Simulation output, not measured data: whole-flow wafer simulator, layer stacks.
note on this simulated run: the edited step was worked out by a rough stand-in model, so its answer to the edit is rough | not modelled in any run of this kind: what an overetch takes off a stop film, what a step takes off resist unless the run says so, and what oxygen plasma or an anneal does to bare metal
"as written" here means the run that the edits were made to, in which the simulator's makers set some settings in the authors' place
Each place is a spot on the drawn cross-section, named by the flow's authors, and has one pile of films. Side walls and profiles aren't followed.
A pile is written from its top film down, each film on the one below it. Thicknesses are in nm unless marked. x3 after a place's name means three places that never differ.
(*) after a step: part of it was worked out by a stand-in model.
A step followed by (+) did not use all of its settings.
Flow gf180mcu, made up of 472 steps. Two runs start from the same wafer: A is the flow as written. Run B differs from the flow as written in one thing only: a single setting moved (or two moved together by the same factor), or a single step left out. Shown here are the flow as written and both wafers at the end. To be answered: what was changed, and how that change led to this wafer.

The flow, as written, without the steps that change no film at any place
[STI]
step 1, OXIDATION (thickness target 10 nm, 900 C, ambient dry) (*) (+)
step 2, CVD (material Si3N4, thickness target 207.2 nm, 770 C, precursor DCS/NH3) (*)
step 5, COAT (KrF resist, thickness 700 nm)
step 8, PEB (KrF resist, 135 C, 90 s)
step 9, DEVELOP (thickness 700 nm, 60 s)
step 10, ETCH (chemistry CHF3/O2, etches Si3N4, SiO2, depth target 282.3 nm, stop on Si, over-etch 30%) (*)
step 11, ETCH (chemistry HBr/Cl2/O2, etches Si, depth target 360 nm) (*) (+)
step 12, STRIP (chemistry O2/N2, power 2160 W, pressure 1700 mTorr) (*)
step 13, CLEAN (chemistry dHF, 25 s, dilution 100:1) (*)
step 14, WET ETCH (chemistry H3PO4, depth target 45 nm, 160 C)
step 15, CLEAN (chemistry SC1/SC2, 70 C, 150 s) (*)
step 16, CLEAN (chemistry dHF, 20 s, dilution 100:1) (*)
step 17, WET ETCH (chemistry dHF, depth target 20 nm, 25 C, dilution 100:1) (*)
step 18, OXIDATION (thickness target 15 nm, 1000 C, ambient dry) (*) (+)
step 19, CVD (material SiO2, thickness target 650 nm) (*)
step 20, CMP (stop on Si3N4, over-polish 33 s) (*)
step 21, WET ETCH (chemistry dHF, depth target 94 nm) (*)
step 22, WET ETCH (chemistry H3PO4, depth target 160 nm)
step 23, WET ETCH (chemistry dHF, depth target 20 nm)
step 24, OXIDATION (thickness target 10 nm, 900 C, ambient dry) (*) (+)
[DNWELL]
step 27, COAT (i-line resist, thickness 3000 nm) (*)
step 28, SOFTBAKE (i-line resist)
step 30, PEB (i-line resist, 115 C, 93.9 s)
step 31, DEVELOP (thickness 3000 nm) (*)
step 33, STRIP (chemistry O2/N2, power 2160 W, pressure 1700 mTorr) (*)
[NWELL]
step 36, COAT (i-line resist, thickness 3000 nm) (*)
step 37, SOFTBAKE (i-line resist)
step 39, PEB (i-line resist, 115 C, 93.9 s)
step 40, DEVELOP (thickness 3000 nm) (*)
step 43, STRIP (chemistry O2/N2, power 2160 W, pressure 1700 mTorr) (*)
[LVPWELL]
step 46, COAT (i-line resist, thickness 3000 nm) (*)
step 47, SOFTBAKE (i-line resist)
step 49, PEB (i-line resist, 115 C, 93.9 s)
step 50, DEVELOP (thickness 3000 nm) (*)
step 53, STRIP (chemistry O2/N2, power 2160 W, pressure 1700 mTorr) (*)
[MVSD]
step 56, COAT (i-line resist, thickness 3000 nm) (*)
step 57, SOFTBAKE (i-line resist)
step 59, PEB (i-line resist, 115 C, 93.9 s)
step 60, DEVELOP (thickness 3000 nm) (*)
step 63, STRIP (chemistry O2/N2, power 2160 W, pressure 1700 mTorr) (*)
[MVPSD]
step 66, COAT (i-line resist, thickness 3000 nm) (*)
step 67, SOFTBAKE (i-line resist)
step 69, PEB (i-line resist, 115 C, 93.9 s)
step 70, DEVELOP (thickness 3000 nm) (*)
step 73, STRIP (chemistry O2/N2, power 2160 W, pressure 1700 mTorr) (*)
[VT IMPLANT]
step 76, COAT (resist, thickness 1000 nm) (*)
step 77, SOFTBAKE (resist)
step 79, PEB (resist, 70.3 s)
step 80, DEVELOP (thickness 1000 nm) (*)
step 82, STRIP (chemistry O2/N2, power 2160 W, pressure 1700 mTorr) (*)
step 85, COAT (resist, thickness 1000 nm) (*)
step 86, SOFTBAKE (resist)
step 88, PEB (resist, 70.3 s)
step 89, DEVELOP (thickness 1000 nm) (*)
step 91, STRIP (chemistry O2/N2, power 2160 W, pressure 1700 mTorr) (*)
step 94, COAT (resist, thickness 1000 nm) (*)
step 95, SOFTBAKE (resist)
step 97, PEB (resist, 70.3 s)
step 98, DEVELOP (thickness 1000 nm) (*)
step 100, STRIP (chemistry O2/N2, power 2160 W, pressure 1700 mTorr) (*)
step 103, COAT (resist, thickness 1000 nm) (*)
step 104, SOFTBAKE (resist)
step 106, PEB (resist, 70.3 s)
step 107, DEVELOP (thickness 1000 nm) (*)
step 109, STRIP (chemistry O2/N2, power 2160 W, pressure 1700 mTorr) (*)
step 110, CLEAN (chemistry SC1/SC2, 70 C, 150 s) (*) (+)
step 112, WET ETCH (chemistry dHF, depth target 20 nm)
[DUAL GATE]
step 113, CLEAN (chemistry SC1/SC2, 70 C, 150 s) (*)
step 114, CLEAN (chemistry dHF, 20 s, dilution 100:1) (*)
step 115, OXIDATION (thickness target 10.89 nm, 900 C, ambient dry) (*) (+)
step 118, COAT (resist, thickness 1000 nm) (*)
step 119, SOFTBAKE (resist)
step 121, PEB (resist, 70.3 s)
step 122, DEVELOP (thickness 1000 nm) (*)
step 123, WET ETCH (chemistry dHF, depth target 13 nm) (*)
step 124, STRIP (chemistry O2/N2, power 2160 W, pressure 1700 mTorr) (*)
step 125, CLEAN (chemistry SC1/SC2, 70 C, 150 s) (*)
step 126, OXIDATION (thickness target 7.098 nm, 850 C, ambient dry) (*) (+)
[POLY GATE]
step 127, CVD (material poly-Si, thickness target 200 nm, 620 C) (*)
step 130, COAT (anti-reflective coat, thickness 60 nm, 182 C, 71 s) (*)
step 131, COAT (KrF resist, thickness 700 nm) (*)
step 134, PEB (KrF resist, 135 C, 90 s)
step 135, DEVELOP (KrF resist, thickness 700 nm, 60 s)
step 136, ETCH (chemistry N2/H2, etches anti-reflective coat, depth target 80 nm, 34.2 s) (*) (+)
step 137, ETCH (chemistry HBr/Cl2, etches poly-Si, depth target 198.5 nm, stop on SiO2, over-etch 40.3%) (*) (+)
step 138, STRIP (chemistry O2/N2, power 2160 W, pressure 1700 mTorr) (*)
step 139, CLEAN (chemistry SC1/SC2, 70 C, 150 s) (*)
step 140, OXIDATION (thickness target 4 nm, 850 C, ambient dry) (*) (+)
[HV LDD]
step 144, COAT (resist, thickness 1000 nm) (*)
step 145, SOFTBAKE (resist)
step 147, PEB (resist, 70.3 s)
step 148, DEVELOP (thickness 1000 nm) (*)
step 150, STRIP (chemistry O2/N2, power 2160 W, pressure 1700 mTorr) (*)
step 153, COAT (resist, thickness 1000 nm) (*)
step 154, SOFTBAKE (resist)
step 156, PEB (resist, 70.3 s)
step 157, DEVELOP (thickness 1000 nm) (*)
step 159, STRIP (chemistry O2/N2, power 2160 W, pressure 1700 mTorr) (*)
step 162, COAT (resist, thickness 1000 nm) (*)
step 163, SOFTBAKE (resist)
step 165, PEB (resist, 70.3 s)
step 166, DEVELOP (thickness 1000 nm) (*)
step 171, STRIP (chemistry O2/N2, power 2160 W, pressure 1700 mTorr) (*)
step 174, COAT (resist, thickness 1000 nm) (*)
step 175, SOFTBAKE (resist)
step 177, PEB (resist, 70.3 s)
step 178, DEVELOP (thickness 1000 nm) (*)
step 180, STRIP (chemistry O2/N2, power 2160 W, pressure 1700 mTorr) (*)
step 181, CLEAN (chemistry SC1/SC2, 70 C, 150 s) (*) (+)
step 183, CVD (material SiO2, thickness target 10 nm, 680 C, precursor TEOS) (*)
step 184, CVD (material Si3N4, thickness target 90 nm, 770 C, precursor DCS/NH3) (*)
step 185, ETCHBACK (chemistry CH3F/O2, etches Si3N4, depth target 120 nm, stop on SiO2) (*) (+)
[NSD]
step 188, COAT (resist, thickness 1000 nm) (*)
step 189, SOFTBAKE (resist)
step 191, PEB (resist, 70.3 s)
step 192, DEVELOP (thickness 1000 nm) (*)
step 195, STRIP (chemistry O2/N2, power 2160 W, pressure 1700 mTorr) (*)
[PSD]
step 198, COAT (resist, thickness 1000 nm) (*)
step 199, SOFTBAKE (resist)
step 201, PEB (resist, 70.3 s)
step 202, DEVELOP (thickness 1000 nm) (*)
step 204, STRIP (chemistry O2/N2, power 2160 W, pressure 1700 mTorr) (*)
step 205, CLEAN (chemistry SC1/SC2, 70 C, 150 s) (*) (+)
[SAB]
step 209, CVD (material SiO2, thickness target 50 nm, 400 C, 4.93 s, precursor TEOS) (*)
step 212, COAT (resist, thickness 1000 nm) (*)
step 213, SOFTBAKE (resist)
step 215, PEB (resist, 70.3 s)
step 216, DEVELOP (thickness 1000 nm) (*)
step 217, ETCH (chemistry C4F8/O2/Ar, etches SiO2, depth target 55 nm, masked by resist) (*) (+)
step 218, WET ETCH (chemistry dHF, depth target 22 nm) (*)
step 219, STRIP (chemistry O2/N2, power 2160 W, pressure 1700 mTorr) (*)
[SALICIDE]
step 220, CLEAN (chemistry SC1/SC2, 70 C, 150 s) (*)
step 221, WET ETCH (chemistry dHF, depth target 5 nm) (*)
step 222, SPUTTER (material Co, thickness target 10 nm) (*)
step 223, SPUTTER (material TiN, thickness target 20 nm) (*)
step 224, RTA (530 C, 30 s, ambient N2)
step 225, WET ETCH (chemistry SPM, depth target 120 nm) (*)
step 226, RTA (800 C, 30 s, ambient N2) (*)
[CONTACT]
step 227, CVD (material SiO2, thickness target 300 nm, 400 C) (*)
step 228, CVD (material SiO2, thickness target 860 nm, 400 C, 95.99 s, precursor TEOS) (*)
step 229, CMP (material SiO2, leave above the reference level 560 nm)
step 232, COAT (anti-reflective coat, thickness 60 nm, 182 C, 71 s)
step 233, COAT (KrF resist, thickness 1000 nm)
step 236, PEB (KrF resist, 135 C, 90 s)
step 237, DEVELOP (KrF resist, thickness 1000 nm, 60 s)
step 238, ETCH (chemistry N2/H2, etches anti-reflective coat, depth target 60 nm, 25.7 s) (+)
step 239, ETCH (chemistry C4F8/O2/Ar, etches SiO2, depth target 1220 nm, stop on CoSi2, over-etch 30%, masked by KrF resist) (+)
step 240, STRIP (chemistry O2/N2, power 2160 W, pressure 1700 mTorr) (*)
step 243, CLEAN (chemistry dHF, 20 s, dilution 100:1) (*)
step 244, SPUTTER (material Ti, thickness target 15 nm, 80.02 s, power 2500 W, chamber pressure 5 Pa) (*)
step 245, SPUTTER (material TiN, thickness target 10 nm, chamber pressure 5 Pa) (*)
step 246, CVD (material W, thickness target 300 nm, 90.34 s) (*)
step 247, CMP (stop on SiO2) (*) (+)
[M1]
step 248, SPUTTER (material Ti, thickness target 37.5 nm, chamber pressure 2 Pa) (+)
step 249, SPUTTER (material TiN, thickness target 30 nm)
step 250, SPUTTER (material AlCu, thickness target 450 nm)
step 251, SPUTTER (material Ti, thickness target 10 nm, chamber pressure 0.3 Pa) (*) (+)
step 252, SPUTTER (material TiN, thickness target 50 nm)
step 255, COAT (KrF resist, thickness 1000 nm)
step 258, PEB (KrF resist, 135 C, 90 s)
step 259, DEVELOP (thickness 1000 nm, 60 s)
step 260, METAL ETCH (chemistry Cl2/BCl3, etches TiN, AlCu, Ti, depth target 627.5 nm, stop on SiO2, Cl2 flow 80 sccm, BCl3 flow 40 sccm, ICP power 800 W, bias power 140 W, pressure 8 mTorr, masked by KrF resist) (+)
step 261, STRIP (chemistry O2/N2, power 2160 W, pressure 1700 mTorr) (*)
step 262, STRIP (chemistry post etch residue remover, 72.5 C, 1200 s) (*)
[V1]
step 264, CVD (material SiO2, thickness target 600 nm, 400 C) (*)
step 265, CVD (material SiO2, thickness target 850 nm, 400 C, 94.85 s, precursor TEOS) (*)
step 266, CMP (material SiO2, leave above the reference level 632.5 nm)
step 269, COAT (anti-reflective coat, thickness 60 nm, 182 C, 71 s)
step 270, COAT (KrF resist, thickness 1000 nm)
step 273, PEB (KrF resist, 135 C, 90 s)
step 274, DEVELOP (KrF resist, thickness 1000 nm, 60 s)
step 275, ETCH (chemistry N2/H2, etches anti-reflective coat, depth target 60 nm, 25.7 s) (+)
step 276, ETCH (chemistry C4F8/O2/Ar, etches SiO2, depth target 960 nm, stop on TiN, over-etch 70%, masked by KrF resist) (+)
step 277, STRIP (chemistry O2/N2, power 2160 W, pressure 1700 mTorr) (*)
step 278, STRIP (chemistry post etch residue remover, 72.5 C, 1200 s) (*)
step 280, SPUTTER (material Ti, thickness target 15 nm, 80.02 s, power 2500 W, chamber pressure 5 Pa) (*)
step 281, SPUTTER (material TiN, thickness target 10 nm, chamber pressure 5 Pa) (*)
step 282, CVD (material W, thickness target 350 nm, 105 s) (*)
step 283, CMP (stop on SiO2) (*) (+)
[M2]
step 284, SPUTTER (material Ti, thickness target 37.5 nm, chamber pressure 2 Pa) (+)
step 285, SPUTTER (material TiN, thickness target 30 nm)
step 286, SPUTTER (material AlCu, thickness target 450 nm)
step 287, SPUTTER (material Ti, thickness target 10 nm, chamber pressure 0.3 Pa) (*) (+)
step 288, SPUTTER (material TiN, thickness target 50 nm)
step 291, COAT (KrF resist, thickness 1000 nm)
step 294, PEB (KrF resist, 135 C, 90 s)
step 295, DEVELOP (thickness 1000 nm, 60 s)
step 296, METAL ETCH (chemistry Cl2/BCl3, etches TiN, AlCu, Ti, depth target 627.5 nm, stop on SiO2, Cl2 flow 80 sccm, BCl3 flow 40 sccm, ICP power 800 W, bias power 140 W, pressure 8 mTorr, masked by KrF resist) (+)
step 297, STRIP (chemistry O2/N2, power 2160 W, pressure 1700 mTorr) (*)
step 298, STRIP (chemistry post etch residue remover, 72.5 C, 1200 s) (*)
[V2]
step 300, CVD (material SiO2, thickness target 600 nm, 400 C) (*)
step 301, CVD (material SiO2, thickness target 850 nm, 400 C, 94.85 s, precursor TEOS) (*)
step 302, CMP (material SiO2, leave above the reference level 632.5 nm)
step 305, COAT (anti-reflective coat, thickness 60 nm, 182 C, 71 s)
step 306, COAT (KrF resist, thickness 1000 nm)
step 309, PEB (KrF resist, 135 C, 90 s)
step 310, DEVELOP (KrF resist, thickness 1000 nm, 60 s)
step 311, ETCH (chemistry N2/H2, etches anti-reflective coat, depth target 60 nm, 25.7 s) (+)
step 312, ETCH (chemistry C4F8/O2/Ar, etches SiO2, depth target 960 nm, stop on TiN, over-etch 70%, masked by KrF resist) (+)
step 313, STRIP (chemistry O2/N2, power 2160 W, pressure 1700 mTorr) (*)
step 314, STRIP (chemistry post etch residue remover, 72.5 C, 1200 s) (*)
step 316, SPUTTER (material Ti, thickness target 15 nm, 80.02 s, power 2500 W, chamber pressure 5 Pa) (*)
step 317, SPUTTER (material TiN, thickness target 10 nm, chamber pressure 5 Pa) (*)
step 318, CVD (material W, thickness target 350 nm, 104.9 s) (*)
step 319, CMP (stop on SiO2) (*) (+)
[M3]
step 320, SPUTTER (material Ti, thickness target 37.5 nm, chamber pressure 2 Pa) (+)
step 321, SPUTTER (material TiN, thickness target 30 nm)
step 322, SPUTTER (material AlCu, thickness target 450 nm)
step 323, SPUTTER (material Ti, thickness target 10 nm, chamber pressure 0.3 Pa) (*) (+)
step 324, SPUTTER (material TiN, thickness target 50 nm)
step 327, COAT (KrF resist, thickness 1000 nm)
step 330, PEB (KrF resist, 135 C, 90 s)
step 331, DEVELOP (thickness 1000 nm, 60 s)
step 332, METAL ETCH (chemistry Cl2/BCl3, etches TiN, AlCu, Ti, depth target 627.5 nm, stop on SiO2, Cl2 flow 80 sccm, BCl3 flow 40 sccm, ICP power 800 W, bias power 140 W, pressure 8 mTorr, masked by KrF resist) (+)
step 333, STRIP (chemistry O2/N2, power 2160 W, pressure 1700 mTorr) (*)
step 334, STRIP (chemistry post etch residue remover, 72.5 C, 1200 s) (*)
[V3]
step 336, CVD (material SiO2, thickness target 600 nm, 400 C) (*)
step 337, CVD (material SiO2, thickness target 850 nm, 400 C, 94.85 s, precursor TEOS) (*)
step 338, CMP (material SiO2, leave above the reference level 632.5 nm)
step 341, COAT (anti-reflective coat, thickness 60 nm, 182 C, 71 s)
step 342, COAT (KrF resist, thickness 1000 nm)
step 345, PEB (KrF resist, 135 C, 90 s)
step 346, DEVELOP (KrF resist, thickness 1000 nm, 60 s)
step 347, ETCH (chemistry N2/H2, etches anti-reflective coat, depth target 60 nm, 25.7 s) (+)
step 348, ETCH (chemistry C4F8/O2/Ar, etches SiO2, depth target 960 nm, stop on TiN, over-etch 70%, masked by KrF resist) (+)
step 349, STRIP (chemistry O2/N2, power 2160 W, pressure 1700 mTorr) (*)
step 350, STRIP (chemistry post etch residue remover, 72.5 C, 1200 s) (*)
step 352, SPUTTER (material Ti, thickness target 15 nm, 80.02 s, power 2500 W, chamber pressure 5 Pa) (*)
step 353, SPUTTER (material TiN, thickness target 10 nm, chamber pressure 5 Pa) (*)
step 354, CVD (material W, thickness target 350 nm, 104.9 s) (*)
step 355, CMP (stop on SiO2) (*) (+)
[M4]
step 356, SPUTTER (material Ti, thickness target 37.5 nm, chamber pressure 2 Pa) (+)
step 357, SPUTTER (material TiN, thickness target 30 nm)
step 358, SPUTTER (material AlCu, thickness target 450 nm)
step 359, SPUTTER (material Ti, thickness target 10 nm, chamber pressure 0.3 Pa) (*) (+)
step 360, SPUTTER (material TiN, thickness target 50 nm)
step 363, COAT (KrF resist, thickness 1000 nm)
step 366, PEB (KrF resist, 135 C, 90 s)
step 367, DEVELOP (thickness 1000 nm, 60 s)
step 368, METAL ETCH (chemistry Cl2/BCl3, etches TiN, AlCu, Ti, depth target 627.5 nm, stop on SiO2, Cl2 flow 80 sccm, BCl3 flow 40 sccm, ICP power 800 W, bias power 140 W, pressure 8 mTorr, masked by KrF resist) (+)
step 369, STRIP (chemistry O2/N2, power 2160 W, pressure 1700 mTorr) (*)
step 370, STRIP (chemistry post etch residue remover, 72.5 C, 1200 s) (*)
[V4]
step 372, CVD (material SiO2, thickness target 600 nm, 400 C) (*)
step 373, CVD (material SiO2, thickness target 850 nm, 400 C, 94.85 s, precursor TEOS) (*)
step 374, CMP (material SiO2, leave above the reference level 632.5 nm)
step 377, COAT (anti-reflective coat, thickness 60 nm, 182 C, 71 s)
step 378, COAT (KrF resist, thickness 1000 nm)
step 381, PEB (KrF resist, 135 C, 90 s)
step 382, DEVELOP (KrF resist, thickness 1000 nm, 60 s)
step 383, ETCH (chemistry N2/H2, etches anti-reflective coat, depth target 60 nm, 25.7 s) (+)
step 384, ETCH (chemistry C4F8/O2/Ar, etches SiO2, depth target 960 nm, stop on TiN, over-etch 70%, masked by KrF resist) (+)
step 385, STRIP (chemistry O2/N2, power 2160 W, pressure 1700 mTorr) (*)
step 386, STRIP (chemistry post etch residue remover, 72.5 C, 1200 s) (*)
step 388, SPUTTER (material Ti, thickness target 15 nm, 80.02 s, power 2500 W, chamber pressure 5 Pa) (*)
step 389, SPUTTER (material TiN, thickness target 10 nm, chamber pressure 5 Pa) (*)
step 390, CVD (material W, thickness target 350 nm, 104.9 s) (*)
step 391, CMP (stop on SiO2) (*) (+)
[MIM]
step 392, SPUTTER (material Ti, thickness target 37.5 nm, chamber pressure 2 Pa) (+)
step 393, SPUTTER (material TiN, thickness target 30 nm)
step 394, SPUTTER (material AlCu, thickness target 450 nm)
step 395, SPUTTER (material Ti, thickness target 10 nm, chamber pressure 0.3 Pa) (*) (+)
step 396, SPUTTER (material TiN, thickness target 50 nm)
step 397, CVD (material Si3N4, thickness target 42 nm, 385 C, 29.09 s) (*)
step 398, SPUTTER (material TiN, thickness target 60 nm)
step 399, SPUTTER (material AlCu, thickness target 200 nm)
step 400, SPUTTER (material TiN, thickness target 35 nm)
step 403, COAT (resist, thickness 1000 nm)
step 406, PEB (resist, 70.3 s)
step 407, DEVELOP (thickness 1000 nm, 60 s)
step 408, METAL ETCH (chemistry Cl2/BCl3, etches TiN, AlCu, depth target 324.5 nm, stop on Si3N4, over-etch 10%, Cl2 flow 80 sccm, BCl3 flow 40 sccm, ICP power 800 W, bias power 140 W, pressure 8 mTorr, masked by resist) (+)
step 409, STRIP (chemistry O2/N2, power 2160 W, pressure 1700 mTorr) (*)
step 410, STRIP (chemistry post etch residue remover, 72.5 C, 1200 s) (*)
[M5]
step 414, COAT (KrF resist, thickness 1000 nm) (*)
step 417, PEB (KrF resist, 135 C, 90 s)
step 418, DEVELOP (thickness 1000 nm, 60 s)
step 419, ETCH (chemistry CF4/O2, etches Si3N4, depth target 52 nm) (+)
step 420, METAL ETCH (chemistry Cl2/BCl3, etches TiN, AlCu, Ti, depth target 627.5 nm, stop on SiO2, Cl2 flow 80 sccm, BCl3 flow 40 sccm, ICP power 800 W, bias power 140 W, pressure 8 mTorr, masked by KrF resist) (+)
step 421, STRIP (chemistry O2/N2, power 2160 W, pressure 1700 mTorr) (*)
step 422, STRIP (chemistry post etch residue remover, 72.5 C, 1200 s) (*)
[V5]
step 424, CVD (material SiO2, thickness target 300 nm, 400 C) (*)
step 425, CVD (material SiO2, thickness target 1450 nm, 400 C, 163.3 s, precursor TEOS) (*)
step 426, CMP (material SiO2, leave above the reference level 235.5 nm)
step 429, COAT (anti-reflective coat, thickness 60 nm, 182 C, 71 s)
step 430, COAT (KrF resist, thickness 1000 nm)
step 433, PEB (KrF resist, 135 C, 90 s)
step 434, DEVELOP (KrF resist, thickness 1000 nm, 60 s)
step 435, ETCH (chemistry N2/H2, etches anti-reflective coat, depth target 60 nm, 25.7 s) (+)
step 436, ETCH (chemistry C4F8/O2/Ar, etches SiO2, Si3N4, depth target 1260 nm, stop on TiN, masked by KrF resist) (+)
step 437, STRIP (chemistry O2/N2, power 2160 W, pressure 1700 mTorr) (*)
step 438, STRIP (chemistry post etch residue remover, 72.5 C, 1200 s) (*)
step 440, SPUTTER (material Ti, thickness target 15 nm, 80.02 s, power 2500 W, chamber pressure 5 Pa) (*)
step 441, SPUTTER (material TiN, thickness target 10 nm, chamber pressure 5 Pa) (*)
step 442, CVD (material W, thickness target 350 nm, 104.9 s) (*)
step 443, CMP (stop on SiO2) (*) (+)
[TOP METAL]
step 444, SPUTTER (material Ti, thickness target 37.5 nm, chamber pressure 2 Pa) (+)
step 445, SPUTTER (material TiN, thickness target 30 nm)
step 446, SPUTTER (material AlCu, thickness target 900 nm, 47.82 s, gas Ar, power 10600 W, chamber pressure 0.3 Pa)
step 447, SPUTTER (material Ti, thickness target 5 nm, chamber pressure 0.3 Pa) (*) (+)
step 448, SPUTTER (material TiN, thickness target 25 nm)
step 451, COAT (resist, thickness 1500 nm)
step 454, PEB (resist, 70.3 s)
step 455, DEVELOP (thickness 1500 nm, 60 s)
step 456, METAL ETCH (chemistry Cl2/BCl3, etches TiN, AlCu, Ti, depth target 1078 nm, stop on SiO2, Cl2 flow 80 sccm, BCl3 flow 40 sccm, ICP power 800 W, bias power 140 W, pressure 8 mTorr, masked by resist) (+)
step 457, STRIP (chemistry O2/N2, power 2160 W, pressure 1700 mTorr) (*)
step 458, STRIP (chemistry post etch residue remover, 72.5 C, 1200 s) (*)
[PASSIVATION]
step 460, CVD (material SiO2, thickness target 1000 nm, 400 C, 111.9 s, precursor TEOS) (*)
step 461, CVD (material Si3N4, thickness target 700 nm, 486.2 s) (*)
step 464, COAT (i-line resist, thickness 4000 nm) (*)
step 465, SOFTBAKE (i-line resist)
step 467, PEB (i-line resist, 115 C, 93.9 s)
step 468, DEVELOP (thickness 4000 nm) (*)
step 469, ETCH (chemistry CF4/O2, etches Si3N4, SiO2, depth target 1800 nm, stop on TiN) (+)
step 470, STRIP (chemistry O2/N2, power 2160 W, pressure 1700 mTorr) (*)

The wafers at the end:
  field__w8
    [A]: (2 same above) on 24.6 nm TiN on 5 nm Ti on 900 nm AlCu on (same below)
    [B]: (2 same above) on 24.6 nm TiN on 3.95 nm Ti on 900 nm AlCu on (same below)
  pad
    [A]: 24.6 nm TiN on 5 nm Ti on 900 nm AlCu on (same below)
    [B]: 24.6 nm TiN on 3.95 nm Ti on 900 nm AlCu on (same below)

What caused this: step 447, SPUTTER: thickness target 3.95 nm was run, whereas the flow has thickness target 5 nm.
The wafer lets one read it off: field__w8 has Ti 3.95, and step 447 as written asks for 5 nm.

The path from the change to this, step by step:
  step 447, SPUTTER (material Ti, thickness target 5 nm, chamber pressure 0.3 Pa) (*) (+)
      field, field__w1, field__w2 and 109 more: A Ti gains 5 (new film) | B Ti gains 3.95 (new film)
  step 456, METAL ETCH (chemistry Cl2/BCl3, etches TiN, AlCu, Ti, depth target 1078 nm, stop on SiO2, Cl2 flow 80 sccm, BCl3 flow 40 sccm, ICP power 800 W, bias power 140 W, pressure 8 mTorr, masked by resist) (+)
      field, field__w1, field__w2 and 103 more: A TiN loses 25 (all of it), Ti loses 5 (all of it), AlCu loses 900 (all of it), TiN loses 30 (all of it), Ti loses 37.5 (all of it) | B TiN loses 25 (all of it), Ti loses 3.95 (all of it), AlCu loses 900 (all of it), TiN loses 30 (all of it), Ti loses 37.5 (all of it)
